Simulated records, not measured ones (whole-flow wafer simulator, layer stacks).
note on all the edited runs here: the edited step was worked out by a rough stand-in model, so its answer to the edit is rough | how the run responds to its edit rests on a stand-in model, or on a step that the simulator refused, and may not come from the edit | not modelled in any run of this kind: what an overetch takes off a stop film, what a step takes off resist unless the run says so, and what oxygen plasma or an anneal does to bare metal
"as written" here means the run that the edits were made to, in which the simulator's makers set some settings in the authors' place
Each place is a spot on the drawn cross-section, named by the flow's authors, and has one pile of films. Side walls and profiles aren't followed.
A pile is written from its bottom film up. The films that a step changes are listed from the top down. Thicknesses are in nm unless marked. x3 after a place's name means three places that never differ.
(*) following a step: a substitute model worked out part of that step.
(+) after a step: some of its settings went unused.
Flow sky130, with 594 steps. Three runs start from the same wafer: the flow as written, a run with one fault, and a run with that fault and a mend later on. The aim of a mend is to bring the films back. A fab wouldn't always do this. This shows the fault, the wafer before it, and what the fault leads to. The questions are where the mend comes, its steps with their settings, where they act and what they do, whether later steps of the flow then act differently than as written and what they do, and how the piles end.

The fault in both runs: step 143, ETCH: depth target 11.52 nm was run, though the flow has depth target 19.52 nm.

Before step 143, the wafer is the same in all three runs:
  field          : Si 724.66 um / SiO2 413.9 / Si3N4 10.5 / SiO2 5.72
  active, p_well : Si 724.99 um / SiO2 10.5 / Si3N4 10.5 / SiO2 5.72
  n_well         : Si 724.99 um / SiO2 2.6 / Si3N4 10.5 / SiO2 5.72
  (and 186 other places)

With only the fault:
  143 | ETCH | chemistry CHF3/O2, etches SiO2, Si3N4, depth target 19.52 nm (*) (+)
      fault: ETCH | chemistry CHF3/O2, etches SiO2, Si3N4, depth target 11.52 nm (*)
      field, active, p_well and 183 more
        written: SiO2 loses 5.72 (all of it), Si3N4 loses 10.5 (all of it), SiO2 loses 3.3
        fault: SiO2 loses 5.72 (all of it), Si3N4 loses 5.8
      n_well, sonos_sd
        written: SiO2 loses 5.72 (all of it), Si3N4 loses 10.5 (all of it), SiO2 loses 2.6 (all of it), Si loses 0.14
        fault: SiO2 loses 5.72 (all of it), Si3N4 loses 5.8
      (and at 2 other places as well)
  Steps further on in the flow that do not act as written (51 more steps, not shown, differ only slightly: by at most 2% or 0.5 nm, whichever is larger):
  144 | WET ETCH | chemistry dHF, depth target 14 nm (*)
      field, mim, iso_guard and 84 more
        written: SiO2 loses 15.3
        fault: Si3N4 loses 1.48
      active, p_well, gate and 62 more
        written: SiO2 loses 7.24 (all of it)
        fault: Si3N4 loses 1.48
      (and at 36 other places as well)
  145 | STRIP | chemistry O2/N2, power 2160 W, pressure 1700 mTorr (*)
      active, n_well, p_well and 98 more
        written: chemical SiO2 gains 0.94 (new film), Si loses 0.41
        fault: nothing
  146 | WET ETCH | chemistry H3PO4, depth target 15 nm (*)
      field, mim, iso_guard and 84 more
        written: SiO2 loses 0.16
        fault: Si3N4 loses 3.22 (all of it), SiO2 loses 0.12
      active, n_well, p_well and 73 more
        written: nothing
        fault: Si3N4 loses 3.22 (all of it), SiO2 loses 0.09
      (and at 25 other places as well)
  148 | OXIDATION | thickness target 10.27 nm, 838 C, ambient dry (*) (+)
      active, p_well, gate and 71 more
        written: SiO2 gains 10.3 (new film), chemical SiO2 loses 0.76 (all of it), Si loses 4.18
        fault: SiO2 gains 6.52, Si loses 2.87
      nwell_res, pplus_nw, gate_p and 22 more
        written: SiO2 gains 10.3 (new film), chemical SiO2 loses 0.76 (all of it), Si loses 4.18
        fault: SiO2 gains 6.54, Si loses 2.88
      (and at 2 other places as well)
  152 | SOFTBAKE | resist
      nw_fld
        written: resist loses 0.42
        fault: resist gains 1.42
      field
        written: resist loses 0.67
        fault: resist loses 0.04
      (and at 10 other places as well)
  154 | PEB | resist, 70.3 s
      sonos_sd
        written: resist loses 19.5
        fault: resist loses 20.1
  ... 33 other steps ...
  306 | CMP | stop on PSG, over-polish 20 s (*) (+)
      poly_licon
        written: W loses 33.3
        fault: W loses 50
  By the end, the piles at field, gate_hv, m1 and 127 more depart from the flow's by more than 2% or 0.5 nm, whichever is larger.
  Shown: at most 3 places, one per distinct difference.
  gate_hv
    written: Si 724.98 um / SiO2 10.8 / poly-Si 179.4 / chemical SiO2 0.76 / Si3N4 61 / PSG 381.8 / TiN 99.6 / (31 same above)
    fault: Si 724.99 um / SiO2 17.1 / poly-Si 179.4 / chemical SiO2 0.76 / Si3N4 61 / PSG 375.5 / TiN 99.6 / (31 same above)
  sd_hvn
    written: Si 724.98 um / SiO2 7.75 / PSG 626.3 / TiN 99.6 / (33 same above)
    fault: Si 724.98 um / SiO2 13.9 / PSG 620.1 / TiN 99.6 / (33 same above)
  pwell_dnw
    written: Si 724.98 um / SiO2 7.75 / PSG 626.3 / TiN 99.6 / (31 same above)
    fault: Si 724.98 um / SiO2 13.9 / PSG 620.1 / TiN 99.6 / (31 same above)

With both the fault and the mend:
  The mend follows step 143.
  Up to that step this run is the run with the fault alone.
  143a | ETCH | chemistry CHF3/O2, etches SiO2, Si3N4, depth target 8.003 nm (*) (+) (the flow's step 143 again, with other settings)
      field, active, p_well and 183 more
        Si3N4 loses 4.7 (all of it), SiO2 loses 3.3
      n_well, sonos_sd
        Si3N4 loses 4.7 (all of it), SiO2 loses 2.6 (all of it), Si loses 0.14
      sonos_cell, sonos_cell_x
        resist loses 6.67
  None of the later steps of the flow differs from how it acts as written, at any place that is followed, by more than 2% or 0.5 nm, whichever is larger.
  By the end, the piles equal the flow's at every place that both follow.
